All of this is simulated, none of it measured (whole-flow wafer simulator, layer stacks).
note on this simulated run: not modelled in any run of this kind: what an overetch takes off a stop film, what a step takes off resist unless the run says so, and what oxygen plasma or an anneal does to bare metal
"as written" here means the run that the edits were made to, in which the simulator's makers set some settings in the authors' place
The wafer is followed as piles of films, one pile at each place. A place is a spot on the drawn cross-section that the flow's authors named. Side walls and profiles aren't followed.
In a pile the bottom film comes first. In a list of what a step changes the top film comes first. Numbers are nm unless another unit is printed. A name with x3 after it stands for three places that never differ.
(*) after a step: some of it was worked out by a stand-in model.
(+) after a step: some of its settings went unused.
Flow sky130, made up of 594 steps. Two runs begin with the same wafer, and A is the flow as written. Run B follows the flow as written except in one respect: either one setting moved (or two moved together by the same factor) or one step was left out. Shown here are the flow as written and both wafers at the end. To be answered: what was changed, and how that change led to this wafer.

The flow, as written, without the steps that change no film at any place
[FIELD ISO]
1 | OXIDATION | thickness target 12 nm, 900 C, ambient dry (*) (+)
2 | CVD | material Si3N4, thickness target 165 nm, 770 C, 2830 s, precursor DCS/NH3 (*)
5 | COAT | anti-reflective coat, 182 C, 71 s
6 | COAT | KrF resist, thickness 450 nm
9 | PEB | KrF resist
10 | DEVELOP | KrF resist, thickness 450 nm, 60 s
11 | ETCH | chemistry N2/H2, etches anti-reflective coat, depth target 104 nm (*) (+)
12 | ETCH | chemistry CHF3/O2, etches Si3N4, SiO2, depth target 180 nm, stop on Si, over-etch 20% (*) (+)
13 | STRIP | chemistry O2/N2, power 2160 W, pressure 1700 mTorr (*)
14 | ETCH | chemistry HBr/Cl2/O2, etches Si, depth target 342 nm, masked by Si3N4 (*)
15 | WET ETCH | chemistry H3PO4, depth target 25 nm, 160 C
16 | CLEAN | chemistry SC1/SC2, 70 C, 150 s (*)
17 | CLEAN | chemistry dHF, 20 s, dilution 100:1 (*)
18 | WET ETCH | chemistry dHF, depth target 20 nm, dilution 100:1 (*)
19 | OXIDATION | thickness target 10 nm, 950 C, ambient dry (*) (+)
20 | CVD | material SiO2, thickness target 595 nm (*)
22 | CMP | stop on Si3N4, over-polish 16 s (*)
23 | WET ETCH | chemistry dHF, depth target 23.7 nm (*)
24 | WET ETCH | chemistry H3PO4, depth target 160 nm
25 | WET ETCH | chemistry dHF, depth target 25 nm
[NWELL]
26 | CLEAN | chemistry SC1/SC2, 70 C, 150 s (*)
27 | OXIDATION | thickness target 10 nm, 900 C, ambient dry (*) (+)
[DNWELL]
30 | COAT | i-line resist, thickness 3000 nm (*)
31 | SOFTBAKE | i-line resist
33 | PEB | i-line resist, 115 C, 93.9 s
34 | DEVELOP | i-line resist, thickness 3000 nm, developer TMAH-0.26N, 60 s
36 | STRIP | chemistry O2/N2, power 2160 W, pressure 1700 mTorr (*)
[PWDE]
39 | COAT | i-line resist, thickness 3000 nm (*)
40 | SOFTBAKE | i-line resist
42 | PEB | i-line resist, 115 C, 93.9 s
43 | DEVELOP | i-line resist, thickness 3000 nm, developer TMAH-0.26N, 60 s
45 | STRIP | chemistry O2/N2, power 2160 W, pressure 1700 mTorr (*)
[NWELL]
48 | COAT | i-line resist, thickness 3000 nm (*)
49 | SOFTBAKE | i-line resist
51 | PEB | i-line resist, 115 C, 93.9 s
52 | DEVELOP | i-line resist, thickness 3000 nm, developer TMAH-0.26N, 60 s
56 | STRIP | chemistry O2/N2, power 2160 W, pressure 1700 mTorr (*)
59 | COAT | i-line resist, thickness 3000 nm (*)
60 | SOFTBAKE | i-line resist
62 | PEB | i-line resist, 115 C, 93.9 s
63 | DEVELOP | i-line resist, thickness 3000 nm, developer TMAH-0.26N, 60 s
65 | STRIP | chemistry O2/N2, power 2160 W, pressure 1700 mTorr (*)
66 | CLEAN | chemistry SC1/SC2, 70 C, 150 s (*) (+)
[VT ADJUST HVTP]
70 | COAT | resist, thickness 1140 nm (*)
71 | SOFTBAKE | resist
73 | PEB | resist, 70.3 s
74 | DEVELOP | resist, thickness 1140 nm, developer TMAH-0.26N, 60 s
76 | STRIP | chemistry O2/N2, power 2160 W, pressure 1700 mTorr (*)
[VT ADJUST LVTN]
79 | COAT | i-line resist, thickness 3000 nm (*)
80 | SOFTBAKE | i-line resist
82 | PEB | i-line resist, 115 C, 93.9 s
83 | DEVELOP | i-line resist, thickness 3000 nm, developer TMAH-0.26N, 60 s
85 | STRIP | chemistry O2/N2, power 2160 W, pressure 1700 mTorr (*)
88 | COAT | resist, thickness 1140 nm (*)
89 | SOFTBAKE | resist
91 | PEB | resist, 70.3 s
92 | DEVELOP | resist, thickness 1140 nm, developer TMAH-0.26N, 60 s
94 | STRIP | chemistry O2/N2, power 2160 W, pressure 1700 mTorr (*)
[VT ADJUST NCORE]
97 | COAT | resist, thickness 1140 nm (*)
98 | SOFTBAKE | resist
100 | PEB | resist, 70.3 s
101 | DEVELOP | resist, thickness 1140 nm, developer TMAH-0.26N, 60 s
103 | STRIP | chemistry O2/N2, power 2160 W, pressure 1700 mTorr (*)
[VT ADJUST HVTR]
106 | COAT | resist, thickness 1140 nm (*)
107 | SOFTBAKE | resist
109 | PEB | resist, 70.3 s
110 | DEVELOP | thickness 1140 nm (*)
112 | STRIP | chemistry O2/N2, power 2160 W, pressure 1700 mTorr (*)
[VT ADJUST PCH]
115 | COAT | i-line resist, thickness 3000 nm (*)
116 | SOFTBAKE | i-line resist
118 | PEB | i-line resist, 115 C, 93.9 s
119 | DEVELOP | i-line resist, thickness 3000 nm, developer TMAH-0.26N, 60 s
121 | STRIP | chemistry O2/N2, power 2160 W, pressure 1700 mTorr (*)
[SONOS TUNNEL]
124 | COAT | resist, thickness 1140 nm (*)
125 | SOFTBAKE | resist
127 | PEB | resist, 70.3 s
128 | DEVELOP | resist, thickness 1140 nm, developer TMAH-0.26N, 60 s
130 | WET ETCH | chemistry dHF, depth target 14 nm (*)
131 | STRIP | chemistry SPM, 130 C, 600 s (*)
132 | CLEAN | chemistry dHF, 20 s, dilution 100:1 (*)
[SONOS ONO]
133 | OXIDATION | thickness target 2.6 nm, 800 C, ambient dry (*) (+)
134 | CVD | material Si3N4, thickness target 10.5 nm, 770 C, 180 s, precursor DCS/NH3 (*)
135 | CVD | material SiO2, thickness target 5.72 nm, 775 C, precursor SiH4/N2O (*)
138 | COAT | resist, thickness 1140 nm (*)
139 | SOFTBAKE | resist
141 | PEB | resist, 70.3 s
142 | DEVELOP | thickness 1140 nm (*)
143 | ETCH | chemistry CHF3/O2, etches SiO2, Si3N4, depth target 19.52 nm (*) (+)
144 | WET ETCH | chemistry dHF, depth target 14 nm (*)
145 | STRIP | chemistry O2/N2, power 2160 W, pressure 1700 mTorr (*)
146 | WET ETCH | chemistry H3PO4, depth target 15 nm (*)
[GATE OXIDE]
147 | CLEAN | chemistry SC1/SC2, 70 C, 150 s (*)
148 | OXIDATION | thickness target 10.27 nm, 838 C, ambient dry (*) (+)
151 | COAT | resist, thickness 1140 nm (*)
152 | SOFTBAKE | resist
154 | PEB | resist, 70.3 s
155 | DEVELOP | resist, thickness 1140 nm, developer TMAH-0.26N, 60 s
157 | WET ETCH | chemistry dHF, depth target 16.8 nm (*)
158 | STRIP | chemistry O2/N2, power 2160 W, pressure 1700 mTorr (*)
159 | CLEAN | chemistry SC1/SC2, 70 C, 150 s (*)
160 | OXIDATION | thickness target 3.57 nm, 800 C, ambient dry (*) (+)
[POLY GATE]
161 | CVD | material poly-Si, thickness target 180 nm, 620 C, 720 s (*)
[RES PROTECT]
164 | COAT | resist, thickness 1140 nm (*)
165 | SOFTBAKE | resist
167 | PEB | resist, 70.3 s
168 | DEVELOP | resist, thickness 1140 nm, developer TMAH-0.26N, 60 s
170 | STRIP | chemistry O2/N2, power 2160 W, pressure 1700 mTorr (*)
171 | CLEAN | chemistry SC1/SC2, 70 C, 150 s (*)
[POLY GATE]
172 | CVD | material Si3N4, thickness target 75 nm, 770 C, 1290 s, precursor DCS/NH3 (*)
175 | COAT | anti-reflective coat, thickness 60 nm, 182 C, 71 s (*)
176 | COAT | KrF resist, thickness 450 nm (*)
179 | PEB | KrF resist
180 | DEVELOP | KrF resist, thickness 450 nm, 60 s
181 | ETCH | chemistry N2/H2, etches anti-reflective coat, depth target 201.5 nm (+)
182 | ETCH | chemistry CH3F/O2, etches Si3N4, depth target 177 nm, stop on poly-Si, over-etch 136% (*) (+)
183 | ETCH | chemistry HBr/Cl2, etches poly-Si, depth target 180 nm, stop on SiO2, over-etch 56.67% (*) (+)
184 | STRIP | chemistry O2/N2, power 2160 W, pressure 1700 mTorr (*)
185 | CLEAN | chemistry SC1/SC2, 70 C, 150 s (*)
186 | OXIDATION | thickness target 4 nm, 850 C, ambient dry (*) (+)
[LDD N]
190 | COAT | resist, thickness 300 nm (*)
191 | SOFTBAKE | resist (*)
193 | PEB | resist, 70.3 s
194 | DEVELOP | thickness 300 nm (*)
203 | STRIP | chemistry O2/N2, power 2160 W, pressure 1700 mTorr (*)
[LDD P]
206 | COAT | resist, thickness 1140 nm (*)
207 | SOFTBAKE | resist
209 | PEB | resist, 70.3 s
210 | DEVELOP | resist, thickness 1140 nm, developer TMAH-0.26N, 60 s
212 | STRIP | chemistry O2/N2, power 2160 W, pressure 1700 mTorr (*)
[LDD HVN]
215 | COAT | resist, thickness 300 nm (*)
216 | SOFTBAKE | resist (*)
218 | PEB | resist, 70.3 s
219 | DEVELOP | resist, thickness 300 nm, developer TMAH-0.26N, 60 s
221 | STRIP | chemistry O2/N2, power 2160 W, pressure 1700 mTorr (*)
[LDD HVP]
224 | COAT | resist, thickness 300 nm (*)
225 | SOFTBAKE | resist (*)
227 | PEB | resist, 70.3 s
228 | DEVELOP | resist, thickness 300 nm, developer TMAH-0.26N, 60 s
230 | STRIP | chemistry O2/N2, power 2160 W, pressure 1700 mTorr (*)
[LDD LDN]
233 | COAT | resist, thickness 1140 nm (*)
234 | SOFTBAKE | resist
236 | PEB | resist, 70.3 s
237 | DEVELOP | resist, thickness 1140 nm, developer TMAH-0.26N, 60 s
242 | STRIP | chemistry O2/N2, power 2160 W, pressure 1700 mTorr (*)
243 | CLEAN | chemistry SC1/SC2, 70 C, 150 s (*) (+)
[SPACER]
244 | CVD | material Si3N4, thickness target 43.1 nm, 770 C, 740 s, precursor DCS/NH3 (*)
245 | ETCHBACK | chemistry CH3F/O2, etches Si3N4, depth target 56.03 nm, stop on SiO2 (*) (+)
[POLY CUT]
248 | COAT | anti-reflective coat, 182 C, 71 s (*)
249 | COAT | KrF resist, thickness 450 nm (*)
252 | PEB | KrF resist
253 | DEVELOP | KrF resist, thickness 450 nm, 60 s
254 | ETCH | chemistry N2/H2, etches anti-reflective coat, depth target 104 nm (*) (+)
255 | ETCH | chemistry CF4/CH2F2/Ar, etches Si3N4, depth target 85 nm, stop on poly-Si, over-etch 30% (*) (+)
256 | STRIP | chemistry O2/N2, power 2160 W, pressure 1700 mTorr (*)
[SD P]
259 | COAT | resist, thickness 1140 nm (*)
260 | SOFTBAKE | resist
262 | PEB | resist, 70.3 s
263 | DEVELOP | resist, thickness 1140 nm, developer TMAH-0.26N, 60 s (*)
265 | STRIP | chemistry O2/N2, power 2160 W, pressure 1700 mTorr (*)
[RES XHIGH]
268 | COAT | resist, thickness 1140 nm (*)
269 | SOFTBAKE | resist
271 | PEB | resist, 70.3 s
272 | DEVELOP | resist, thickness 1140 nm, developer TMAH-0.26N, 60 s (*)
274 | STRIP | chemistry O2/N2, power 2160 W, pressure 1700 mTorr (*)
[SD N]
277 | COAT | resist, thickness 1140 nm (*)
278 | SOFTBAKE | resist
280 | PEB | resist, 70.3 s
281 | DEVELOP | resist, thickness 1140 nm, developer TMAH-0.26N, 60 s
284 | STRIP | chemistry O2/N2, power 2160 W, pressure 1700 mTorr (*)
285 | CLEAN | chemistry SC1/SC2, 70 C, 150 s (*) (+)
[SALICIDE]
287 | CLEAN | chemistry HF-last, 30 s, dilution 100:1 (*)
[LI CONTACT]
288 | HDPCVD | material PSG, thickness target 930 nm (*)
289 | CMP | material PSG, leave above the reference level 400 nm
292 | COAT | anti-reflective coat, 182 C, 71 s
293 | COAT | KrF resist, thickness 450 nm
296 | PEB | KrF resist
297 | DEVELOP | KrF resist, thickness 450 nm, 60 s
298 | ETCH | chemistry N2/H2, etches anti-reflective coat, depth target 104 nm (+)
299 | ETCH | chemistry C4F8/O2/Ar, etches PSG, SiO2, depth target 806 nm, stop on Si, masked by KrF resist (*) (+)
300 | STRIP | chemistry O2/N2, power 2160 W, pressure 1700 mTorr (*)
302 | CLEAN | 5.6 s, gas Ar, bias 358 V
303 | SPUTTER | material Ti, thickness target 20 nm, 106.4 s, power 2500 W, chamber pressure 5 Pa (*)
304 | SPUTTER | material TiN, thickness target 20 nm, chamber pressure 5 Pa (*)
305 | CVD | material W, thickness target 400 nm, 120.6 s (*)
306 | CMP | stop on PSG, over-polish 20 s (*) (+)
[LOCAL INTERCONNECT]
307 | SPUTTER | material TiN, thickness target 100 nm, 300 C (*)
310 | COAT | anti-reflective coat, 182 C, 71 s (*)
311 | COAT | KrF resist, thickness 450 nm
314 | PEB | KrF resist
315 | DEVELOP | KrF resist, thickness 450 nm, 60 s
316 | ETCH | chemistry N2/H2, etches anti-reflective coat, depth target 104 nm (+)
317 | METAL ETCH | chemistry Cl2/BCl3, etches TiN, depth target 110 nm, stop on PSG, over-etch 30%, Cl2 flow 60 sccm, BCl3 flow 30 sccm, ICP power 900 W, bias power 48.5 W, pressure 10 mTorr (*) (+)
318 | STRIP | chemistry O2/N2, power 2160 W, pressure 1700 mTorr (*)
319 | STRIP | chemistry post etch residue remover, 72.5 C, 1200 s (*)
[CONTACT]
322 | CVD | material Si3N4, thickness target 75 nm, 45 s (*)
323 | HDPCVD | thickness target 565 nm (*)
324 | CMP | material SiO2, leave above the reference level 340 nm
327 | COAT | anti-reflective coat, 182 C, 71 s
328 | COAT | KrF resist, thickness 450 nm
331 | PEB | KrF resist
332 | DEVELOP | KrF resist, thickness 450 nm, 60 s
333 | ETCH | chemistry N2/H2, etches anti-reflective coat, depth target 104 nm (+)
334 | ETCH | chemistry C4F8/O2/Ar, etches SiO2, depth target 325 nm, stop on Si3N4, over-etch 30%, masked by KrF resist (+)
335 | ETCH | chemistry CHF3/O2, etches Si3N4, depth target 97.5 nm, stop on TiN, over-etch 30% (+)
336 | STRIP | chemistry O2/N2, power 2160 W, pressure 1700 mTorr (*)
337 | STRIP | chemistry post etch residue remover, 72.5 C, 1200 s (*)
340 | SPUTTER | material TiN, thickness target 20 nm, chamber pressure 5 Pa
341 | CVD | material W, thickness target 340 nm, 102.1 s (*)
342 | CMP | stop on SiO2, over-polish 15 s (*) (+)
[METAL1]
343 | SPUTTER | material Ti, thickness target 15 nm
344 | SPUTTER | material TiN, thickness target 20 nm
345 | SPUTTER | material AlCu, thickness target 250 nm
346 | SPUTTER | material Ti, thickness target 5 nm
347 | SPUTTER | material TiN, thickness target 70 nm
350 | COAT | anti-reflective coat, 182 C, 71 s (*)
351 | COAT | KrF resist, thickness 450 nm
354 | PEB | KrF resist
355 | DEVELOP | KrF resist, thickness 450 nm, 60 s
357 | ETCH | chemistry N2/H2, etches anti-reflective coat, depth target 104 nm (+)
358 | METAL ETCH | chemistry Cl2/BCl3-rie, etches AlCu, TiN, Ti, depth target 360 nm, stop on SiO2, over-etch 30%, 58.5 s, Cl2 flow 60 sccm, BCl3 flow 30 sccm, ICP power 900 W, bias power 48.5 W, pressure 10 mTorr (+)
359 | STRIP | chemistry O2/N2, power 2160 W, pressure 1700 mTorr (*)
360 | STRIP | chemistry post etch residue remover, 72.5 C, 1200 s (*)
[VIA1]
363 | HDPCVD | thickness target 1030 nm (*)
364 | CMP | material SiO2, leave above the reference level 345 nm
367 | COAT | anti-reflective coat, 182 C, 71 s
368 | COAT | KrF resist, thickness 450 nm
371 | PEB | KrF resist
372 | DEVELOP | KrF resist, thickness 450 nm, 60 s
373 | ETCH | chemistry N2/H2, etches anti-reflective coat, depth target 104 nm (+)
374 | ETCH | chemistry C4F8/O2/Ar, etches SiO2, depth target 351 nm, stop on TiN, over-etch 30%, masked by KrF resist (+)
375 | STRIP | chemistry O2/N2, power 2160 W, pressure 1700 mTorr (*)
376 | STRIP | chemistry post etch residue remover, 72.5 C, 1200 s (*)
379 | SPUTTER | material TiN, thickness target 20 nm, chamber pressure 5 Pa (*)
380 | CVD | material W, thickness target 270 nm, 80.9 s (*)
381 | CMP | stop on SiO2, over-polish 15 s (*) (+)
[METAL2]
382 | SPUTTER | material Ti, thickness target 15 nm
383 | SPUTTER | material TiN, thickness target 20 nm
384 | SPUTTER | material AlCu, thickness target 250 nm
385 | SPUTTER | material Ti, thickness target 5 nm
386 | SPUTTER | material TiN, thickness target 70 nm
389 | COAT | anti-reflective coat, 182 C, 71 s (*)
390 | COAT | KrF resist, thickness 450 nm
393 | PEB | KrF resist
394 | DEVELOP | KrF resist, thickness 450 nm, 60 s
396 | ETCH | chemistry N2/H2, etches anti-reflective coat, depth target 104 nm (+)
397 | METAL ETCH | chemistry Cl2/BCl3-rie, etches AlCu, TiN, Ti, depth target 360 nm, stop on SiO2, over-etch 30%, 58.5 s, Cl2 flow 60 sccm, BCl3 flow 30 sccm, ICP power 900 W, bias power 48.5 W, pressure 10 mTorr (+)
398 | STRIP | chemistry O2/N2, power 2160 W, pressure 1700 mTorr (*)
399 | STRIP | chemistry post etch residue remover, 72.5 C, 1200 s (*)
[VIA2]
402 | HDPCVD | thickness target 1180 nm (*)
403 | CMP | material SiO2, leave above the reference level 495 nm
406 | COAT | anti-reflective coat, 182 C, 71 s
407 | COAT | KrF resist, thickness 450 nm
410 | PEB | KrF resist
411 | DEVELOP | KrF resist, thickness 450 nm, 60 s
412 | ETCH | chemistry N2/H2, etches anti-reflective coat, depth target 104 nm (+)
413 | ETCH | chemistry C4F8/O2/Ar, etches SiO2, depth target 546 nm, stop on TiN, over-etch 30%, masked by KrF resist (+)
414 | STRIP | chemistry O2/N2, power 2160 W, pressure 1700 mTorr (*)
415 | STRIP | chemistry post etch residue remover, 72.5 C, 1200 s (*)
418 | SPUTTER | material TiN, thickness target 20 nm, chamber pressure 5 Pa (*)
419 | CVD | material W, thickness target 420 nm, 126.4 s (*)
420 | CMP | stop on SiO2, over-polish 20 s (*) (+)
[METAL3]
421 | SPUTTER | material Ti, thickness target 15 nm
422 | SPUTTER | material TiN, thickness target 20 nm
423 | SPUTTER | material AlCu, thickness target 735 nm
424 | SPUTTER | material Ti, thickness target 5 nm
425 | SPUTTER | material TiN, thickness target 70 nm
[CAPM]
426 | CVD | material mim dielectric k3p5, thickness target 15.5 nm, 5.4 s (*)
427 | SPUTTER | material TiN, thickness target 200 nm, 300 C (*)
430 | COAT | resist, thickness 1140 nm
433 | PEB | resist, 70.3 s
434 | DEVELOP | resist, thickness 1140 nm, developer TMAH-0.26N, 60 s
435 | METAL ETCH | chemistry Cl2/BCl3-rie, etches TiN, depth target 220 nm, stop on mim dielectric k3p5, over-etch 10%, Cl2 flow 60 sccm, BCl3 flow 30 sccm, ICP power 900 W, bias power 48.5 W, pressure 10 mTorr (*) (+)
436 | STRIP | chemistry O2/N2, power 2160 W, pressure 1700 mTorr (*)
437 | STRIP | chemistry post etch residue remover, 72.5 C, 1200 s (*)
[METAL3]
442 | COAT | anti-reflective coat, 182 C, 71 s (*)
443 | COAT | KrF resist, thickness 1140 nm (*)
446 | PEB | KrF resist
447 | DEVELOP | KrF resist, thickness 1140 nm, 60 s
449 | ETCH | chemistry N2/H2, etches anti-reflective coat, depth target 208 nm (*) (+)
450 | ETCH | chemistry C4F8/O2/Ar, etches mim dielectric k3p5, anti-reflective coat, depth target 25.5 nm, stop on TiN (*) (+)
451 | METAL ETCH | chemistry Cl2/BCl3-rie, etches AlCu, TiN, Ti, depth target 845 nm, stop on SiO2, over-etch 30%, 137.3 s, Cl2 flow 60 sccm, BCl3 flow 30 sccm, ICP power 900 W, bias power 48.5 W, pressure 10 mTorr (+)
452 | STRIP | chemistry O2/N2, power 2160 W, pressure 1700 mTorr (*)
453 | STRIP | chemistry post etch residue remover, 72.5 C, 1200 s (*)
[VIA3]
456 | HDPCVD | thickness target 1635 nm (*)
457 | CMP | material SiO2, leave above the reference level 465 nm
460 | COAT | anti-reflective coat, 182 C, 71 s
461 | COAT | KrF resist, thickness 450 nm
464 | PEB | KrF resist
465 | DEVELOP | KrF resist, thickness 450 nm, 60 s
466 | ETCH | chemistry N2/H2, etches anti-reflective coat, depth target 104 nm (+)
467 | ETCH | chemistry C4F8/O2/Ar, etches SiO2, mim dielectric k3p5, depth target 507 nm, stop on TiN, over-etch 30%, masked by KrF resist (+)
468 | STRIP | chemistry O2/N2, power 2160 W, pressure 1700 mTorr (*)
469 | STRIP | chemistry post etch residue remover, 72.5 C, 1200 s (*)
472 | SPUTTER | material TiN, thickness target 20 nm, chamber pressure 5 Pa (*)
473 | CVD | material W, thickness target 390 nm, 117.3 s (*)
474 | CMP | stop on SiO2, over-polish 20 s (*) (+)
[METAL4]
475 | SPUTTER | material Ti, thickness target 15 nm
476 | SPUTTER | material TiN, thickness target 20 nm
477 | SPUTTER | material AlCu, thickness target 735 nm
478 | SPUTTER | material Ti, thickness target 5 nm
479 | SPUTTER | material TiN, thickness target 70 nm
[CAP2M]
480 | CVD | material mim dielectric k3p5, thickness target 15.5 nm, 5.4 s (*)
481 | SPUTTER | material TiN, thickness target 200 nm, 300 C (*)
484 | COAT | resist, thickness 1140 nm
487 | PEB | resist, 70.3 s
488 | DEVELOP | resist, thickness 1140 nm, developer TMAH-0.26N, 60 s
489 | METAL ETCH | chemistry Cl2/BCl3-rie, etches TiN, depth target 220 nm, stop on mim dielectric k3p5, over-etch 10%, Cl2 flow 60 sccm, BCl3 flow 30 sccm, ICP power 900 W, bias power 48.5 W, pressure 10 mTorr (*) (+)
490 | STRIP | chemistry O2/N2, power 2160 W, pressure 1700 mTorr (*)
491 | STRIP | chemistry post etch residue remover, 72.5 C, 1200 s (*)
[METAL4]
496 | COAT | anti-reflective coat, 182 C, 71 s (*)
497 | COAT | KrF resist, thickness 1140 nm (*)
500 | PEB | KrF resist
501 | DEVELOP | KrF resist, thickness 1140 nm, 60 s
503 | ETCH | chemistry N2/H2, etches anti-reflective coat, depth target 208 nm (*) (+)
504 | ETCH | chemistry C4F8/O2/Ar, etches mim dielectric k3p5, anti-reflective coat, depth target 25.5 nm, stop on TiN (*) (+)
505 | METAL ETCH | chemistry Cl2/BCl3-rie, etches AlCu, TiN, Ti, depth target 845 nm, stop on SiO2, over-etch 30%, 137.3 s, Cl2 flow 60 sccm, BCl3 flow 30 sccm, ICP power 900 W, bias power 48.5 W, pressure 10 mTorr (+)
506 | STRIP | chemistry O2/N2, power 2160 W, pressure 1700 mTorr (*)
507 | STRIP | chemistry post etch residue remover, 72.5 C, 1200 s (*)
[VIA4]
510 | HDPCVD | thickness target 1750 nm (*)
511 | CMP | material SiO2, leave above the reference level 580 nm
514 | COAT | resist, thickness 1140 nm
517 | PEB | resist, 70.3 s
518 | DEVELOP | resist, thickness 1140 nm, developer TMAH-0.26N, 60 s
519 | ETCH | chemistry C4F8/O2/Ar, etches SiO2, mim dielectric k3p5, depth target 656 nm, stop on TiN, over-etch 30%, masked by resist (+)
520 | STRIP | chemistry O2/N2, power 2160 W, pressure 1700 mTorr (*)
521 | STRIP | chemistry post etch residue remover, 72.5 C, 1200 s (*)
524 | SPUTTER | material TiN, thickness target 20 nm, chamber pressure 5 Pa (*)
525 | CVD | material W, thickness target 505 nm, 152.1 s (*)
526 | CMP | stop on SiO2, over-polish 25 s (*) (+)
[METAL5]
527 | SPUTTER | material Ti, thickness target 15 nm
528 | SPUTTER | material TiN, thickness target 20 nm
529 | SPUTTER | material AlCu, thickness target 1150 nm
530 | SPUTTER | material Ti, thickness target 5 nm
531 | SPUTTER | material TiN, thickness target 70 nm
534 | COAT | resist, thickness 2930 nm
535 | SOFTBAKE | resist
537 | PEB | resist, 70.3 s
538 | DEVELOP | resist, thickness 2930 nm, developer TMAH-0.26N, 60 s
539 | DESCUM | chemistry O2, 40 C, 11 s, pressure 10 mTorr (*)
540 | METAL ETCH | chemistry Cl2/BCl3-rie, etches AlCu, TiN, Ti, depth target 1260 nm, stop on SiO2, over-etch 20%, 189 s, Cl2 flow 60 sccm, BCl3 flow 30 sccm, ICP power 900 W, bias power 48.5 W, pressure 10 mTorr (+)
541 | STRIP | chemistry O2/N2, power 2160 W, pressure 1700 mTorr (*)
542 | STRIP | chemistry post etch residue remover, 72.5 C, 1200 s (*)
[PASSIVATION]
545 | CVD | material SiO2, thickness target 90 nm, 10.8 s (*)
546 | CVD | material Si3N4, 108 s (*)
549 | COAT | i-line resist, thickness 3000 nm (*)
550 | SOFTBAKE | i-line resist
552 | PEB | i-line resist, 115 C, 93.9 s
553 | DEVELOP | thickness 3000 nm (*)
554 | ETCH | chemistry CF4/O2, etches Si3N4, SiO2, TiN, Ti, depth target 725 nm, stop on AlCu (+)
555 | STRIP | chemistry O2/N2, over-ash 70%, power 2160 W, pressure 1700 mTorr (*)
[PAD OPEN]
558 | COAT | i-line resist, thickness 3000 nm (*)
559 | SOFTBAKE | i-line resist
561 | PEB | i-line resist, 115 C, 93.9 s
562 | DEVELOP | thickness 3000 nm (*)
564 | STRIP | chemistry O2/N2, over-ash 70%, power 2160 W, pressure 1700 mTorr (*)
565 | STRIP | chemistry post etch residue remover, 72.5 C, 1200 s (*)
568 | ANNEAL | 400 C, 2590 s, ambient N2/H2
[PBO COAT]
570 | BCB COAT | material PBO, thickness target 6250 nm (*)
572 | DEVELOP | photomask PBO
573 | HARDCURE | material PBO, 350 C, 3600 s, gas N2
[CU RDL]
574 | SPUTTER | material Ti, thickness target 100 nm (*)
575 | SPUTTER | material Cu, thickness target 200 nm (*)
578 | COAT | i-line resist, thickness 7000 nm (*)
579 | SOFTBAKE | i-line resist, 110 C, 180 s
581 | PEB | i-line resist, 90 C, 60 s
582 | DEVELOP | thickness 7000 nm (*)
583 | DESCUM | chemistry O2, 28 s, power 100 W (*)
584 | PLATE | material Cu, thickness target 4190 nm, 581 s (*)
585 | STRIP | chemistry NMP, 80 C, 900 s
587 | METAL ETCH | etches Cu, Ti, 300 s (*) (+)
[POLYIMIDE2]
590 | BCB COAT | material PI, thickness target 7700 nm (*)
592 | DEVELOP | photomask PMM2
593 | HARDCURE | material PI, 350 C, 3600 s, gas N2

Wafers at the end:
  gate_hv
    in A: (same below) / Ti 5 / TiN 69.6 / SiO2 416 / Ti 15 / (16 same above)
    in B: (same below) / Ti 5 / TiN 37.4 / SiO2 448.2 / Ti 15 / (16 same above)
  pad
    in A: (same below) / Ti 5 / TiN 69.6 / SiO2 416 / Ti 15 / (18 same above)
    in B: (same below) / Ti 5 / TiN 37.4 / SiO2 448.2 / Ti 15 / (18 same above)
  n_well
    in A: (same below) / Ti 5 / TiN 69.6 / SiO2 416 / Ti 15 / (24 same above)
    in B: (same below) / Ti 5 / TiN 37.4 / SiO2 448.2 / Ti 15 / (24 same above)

Cause: step 386, SPUTTER: thickness target 37.8 nm was run, though the flow has thickness target 70 nm.

Step by step, how the change led to this:
  386 | SPUTTER | material TiN, thickness target 70 nm
      field, active, n_well and 188 more: A TiN gains 70 (new film) | B TiN gains 37.8 (new film)
  397 | METAL ETCH | chemistry Cl2/BCl3-rie, etches AlCu, TiN, Ti, depth target 360 nm, stop on SiO2, over-etch 30%, 58.5 s, Cl2 flow 60 sccm, BCl3 flow 30 sccm, ICP power 900 W, bias power 48.5 W, pressure 10 mTorr (+)
      field, active, gate and 82 more: A TiN loses 68.7 (all of it), Ti loses 5 (all of it), AlCu loses 250 (all of it), TiN loses 20 (all of it), Ti loses 15 (all of it), SiO2 loses 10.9 | B TiN loses 36.5 (all of it), Ti loses 5 (all of it), AlCu loses 250 (all of it), TiN loses 20 (all of it), Ti loses 15 (all of it), SiO2 loses 14.2
  403 | CMP | material SiO2, leave above the reference level 495 nm
      n_well, p_well, gate_hv and 101 more: A SiO2 loses 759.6 | B SiO2 loses 727.4
      m1, via1_hole: A SiO2 loses 759.1 | B SiO2 loses 726.9
  413 | ETCH | chemistry C4F8/O2/Ar, etches SiO2, depth target 546 nm, stop on TiN, over-etch 30%, masked by KrF resist (+)
      m1: A SiO2 loses 420.3 (all of it) | B SiO2 loses 452.5 (all of it)
      via2_hole: A SiO2 loses 419.8 (all of it) | B SiO2 loses 452 (all of it)
  419 | CVD | material W, thickness target 420 nm, 126.4 s (*)
      m1: A W gains 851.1 (new film) | B W gains 883.8 (new film)
      via2_hole: A W gains 850.7 (new film) | B W gains 883.3 (new film)
